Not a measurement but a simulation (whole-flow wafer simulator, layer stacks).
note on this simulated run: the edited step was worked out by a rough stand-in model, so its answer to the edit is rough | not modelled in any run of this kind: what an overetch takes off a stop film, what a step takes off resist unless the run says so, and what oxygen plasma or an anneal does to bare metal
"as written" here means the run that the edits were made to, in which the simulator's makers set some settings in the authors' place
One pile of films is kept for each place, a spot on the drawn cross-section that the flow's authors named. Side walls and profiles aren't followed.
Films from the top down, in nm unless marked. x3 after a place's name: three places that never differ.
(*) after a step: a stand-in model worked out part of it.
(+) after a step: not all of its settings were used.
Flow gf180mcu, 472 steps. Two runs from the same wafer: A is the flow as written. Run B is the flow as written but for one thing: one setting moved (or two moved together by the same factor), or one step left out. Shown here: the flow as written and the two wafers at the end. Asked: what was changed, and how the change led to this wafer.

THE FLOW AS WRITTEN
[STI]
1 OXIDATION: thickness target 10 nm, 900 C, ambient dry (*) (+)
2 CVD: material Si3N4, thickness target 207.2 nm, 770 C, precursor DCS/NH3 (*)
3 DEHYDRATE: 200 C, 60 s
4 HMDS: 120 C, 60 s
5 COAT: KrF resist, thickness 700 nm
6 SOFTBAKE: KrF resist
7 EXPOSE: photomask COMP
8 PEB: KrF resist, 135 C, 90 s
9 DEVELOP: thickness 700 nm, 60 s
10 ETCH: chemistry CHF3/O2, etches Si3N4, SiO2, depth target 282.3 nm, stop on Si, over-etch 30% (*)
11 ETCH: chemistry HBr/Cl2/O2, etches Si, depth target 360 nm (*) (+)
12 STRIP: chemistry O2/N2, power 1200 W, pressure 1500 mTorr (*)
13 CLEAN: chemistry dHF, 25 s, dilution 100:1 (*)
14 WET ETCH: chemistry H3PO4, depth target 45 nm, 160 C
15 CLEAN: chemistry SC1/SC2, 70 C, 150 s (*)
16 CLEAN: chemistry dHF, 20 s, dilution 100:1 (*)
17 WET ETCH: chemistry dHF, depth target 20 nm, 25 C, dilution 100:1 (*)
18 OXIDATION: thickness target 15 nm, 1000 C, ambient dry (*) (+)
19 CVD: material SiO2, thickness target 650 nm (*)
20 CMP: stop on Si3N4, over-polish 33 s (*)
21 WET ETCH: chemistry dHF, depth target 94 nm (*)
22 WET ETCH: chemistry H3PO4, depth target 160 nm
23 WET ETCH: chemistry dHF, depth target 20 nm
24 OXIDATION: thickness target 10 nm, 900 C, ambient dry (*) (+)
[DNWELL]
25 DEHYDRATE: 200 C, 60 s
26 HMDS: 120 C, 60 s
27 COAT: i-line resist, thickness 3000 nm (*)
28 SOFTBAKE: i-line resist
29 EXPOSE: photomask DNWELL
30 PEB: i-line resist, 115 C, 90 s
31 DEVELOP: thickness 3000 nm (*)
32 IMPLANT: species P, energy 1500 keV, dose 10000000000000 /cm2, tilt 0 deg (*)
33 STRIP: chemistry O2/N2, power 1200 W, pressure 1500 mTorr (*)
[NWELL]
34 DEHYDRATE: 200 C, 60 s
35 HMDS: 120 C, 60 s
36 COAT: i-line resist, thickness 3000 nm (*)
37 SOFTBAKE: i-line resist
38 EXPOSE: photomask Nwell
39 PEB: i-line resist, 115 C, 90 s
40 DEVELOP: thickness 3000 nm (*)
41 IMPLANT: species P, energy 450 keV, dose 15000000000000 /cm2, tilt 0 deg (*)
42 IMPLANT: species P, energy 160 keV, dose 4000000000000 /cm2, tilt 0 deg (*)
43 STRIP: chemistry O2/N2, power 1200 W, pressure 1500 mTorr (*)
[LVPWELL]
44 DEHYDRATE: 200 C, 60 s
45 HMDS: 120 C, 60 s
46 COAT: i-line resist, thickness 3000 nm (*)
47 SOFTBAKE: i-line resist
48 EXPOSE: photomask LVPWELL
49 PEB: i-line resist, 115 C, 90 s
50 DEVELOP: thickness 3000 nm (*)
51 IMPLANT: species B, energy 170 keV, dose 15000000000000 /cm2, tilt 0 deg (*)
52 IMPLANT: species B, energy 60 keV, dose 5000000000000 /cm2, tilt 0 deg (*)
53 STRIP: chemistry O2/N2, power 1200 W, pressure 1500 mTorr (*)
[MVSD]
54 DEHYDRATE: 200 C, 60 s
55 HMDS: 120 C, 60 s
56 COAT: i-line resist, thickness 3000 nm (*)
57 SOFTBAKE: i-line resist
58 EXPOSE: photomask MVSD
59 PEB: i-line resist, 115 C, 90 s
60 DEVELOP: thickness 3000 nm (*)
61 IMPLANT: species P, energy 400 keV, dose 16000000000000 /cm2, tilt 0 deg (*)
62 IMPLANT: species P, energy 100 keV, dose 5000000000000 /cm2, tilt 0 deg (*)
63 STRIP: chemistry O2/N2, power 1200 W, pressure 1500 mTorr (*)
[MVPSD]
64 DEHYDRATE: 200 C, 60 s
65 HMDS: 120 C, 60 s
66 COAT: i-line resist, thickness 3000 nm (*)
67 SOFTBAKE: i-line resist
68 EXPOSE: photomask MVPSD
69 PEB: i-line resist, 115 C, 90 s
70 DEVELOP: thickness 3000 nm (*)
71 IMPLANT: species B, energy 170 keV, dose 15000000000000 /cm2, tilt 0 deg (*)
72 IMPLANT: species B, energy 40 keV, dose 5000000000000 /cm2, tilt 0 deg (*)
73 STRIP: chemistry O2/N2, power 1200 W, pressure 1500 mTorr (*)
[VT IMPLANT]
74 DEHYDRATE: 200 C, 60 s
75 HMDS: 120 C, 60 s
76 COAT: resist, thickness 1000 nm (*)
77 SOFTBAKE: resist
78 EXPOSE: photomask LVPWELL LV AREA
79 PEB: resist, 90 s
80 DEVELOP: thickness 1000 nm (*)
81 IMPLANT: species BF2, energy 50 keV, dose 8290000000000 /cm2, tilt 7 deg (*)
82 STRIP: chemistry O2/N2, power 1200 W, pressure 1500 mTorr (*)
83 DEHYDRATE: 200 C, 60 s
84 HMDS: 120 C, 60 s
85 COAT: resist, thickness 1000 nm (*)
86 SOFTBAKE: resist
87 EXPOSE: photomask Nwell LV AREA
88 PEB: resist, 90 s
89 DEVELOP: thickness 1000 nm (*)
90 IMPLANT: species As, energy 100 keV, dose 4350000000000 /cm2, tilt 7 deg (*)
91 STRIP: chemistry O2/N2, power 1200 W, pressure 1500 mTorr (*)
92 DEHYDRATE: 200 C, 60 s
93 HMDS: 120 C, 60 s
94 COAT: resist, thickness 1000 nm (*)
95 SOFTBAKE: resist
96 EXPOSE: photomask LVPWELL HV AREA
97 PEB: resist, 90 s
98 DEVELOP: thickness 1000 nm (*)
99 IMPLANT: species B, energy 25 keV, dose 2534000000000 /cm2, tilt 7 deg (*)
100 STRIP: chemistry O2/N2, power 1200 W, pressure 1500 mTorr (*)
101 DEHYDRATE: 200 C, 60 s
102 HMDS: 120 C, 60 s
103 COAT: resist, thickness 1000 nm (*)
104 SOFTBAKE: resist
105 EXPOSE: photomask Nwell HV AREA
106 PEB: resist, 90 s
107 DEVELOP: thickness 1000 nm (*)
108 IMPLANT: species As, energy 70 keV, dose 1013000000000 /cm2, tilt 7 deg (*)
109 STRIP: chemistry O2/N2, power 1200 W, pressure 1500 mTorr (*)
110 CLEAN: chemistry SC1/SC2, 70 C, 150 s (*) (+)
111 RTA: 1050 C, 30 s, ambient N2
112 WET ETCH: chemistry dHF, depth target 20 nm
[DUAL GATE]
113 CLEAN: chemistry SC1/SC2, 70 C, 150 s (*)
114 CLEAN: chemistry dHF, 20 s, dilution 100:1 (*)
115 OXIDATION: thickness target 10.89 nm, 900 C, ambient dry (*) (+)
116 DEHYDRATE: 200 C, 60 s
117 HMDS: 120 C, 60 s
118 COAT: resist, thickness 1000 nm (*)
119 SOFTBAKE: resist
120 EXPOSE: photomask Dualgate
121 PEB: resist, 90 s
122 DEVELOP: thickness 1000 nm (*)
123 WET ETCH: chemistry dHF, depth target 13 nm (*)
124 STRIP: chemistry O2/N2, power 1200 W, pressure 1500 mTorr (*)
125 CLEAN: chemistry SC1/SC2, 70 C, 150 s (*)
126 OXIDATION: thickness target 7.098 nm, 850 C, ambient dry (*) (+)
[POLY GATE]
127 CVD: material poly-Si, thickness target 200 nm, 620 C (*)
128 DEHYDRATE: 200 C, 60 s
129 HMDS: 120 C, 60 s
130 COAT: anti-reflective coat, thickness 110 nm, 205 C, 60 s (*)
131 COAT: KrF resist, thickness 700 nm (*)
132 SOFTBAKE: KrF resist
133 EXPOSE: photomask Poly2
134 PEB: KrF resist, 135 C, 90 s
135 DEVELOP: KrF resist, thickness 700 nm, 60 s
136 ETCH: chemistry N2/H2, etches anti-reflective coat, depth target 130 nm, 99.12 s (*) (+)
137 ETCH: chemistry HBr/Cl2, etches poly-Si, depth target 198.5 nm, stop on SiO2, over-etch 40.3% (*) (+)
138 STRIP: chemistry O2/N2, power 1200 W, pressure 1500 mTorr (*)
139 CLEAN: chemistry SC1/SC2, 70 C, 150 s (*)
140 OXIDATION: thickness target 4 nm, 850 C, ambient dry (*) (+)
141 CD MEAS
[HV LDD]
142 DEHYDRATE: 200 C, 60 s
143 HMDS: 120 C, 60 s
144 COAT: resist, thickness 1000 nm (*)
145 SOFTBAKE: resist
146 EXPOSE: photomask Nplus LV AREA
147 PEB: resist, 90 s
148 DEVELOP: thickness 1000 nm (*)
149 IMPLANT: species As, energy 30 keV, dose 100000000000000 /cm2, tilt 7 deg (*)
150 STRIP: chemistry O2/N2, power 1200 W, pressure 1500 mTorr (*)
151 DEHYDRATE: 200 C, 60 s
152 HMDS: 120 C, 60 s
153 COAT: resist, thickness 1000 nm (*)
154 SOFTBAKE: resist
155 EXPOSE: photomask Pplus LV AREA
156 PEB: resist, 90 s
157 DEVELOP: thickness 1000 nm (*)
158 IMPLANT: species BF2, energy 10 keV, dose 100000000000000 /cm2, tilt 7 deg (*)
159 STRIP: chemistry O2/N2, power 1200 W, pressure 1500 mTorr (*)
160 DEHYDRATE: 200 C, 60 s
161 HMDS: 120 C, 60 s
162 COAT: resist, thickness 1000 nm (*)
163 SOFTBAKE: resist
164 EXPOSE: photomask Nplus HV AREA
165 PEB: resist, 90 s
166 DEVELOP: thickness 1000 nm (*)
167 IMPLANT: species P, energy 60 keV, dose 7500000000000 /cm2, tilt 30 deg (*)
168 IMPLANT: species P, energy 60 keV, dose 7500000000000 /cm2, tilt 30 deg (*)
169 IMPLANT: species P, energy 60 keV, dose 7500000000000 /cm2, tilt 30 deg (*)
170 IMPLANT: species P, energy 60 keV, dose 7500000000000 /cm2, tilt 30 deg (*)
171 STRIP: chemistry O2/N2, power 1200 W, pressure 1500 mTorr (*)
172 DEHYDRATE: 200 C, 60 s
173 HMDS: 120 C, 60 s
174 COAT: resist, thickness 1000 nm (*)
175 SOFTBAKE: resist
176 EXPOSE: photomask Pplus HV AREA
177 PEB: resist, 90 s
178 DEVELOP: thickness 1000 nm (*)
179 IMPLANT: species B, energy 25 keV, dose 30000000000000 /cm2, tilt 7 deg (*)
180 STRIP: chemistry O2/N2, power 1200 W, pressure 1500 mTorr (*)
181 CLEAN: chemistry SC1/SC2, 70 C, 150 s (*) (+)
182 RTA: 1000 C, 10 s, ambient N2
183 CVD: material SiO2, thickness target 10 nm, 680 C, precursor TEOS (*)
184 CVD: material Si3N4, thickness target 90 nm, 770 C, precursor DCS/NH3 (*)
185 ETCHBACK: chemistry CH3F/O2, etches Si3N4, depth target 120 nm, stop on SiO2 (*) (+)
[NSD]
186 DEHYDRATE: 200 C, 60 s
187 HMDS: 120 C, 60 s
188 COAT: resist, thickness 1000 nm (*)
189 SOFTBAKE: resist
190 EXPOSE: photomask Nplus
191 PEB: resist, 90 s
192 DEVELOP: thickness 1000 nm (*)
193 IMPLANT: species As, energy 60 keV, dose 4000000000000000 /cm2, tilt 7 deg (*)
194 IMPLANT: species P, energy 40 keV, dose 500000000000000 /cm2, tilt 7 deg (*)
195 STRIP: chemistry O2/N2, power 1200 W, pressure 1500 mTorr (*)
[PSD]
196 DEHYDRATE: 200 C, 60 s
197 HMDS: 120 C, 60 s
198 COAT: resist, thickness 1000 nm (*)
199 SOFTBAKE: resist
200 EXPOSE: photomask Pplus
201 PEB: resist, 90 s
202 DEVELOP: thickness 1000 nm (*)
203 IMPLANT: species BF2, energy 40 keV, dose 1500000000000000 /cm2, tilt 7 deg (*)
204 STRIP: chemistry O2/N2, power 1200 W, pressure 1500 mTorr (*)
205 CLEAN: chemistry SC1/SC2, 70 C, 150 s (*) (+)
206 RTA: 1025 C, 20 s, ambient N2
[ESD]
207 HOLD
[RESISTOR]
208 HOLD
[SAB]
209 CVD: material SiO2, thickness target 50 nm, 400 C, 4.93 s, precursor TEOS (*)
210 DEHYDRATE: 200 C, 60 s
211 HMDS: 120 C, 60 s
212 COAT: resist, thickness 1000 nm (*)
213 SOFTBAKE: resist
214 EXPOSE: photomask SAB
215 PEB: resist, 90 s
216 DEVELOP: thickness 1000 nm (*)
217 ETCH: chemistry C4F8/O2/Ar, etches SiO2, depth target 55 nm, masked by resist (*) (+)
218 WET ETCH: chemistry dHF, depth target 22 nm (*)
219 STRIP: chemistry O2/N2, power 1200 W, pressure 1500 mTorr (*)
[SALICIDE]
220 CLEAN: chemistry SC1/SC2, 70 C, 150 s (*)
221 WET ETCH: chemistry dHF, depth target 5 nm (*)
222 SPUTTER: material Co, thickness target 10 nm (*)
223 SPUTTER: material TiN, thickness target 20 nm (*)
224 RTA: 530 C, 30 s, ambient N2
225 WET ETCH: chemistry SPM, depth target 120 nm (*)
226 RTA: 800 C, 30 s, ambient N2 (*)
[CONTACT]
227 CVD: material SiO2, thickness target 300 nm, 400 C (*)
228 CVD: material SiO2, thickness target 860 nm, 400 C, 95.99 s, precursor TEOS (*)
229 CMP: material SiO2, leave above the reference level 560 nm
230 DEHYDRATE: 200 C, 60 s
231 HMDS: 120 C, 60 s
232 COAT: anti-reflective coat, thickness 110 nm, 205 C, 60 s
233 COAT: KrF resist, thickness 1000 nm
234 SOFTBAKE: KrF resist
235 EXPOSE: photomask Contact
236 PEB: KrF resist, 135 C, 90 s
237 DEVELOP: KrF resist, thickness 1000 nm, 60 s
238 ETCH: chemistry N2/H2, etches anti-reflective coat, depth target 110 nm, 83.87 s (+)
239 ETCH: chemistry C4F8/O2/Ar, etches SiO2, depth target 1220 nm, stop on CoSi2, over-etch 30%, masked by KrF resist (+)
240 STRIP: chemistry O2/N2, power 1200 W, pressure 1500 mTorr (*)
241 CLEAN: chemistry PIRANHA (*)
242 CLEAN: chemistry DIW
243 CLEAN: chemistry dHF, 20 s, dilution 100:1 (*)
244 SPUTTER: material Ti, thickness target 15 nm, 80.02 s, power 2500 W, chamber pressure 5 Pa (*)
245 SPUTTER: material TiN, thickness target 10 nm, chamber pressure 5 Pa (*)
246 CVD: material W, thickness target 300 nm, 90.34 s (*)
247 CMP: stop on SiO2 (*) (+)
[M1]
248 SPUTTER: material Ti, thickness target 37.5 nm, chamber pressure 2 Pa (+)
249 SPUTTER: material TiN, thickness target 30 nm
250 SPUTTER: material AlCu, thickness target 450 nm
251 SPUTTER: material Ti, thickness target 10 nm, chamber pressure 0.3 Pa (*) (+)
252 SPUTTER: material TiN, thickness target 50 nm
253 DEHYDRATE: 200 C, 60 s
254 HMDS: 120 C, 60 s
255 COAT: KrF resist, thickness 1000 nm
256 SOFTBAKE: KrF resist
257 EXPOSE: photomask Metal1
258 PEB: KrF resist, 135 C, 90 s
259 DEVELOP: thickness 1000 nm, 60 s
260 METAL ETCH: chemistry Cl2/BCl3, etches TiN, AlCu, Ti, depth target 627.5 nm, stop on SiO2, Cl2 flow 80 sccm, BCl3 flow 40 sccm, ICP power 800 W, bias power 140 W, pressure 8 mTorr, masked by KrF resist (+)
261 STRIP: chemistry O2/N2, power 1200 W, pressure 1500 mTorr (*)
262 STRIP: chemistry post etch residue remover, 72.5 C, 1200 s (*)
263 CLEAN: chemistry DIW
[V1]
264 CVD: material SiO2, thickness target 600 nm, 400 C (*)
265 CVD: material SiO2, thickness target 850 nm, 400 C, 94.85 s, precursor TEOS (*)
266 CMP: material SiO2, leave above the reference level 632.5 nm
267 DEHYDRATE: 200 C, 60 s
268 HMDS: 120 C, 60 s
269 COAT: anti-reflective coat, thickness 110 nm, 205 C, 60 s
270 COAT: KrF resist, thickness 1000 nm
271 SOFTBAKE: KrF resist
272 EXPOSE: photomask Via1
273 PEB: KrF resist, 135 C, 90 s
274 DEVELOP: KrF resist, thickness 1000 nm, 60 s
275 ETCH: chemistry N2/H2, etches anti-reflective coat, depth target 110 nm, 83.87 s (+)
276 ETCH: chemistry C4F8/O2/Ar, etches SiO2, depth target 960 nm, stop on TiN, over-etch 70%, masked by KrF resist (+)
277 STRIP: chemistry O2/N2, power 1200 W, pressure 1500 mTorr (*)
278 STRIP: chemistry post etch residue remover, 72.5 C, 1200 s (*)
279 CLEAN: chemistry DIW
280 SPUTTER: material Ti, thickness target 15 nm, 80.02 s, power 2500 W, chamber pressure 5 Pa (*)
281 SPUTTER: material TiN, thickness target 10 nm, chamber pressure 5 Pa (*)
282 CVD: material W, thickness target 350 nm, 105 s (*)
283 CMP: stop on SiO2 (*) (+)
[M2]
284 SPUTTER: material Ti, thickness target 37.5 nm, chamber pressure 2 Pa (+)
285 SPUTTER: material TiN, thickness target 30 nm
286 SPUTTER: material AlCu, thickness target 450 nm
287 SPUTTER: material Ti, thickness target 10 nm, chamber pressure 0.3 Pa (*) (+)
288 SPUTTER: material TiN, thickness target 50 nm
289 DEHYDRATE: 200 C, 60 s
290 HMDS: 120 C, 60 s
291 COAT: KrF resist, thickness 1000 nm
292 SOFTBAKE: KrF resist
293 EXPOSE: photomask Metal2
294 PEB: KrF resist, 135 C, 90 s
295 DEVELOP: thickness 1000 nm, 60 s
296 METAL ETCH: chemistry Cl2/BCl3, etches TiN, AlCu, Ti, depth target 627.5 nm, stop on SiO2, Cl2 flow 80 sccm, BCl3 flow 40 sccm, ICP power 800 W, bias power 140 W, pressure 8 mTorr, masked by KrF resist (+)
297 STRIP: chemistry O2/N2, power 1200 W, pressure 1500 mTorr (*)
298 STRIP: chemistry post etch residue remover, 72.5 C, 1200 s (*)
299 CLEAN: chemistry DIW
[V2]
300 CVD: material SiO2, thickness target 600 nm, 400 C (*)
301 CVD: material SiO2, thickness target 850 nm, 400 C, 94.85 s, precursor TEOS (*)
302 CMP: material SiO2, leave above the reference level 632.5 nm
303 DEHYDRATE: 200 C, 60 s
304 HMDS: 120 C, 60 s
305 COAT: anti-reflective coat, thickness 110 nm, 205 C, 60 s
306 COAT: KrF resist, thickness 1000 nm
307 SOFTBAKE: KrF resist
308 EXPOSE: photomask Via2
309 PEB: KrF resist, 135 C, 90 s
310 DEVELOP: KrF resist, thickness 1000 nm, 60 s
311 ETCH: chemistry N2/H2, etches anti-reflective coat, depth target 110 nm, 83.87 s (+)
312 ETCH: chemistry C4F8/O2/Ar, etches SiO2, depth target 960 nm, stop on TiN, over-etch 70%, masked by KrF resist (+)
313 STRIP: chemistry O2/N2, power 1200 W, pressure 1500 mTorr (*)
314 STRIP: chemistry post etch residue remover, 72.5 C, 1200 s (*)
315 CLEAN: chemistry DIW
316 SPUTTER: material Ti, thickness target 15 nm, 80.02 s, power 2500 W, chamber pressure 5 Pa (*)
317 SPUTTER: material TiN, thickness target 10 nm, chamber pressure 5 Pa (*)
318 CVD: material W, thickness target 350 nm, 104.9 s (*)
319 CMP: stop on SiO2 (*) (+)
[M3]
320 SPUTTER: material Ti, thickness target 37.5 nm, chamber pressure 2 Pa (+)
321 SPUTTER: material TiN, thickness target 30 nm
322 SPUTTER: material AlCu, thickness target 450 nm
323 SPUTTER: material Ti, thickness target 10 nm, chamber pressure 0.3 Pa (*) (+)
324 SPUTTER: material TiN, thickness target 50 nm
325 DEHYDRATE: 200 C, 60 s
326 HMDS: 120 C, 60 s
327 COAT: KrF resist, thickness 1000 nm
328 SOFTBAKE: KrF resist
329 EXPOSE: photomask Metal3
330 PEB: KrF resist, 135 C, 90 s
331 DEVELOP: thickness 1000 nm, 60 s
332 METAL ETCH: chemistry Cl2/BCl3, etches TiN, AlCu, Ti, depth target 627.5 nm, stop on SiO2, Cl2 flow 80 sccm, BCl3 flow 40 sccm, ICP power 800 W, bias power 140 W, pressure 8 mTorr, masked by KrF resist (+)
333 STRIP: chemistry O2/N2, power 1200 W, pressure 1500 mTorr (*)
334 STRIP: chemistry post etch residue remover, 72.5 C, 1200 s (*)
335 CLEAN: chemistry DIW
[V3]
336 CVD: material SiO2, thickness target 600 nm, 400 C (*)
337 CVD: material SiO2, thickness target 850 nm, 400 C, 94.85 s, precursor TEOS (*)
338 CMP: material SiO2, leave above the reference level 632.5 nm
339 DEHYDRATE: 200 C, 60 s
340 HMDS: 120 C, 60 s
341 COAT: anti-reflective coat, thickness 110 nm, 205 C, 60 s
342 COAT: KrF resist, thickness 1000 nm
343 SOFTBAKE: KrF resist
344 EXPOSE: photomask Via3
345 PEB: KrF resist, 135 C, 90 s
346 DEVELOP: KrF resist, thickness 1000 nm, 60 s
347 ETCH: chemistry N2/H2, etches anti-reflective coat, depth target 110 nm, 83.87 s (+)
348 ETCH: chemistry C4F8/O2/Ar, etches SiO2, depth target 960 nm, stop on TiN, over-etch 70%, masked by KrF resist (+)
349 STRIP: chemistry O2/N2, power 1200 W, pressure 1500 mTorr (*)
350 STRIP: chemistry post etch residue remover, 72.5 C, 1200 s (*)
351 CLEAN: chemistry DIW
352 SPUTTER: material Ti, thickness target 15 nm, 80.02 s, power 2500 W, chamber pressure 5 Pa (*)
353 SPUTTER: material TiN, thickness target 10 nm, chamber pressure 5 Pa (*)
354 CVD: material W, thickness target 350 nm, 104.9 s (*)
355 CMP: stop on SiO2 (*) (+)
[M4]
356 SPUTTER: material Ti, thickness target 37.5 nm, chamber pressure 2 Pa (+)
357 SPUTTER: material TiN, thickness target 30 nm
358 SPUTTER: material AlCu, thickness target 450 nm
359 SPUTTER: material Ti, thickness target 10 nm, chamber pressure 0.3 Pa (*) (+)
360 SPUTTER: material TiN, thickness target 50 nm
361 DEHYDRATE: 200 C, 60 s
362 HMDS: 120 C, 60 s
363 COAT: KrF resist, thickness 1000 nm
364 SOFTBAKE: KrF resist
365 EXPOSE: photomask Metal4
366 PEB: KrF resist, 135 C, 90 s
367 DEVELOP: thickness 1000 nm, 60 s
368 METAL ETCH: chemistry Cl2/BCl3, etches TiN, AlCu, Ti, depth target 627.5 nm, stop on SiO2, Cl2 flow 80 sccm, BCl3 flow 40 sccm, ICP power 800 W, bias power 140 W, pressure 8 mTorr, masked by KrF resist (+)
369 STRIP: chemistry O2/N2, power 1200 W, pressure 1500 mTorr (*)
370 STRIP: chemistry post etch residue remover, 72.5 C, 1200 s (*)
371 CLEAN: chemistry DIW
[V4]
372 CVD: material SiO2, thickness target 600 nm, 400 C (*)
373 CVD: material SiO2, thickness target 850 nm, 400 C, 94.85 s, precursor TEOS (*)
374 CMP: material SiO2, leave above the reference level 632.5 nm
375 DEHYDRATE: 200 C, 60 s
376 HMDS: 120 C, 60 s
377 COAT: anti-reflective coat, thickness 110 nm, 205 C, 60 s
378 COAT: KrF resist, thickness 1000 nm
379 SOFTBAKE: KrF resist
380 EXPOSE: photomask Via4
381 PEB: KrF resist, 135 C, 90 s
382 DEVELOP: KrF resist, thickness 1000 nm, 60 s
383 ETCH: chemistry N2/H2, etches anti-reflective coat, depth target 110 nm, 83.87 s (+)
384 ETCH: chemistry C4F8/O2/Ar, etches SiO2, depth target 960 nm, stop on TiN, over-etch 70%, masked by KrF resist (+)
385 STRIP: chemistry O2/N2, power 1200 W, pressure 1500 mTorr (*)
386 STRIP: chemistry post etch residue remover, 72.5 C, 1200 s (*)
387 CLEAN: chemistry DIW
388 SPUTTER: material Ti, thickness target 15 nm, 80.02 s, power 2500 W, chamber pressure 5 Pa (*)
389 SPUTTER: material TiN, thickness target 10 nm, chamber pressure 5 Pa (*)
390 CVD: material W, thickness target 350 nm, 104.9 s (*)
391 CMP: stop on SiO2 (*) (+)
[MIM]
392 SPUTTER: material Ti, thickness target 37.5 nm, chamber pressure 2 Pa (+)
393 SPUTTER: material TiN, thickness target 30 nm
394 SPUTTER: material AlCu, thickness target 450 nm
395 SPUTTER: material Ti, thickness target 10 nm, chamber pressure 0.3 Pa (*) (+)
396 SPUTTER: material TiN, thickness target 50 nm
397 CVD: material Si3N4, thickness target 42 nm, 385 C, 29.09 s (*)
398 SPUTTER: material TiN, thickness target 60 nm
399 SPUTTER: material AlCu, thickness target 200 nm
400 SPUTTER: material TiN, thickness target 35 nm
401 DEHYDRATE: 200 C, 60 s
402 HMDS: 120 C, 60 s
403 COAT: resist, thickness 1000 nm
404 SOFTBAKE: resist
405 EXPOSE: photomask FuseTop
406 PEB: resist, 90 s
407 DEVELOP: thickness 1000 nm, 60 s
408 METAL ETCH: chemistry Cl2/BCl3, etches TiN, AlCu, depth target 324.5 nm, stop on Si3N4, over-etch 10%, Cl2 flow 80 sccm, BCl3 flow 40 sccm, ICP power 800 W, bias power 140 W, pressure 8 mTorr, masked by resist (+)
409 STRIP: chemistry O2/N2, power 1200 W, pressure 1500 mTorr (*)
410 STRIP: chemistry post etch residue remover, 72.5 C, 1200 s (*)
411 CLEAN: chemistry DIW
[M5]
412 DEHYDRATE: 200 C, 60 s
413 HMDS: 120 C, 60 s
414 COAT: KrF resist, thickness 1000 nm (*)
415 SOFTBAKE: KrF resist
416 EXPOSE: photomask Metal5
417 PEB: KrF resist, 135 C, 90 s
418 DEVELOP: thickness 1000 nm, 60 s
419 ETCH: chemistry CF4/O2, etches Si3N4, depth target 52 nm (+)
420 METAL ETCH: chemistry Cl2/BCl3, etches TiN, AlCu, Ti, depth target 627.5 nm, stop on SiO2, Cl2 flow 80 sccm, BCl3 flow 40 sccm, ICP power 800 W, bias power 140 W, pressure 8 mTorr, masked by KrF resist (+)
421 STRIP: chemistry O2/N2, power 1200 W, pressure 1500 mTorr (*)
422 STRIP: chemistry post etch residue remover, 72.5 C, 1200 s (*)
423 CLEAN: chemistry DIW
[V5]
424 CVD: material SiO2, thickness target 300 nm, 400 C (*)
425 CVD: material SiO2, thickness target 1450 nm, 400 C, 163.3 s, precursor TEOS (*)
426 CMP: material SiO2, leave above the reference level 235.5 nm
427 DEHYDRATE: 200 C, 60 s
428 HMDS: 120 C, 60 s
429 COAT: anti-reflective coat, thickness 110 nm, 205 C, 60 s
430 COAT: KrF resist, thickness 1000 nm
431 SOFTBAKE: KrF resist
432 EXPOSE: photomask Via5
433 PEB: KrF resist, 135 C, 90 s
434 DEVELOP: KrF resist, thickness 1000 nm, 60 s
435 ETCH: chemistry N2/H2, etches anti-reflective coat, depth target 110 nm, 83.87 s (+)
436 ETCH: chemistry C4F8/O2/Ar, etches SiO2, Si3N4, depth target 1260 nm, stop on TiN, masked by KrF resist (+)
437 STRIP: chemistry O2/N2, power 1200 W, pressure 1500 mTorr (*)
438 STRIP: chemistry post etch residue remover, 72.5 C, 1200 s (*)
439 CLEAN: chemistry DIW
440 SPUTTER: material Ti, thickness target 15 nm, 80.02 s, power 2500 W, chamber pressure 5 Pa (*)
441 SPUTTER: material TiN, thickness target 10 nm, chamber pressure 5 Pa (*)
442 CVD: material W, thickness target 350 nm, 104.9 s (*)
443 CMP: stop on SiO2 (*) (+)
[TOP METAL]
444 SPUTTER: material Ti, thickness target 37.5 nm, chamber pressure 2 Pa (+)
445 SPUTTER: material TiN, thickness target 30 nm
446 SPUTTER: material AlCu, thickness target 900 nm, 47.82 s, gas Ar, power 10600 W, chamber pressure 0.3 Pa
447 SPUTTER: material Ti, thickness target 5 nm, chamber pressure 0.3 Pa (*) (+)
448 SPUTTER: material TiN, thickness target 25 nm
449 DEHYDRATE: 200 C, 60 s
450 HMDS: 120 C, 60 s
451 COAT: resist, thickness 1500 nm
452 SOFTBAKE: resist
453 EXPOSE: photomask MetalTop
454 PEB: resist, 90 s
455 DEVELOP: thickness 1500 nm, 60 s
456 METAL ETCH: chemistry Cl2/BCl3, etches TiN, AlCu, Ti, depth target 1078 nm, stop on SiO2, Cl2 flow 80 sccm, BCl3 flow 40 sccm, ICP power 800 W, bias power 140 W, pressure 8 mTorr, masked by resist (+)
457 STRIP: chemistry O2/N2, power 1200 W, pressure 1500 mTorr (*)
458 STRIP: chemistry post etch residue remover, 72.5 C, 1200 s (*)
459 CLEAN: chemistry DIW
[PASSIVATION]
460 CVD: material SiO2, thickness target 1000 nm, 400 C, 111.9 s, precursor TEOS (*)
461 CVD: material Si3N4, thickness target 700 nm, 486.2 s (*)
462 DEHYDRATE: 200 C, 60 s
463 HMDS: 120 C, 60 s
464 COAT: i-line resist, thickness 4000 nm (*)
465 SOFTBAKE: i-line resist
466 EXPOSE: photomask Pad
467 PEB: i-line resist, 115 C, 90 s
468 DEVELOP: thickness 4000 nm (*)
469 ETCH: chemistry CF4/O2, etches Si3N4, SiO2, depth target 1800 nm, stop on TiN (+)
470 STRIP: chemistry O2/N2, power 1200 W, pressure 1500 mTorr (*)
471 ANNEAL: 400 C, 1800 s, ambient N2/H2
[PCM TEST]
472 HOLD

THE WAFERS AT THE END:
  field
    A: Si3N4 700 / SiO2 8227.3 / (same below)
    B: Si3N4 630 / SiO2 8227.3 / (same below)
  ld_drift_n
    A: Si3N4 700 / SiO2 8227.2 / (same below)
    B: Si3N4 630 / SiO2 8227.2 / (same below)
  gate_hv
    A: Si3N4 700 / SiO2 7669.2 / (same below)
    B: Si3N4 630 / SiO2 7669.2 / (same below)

The cause: step 461, CVD: thickness target 630 nm was run, where the flow has thickness target 700 nm.
It can be read off the wafer: field has Si3N4 630, and step 461 as written asks for 700 nm.

How the change led to this, step by step:
  461 CVD: material Si3N4, thickness target 700 nm, 486.2 s (*)
      field, field__w1, field__w2 and 109 more: A Si3N4 +700 (new film) | B Si3N4 +630 (new film)
  469 ETCH: chemistry CF4/O2, etches Si3N4, SiO2, depth target 1800 nm, stop on TiN (+)
      pad: A Si3N4 -700 (all of it), SiO2 -1000 (all of it) | B Si3N4 -630 (all of it), SiO2 -1000 (all of it)
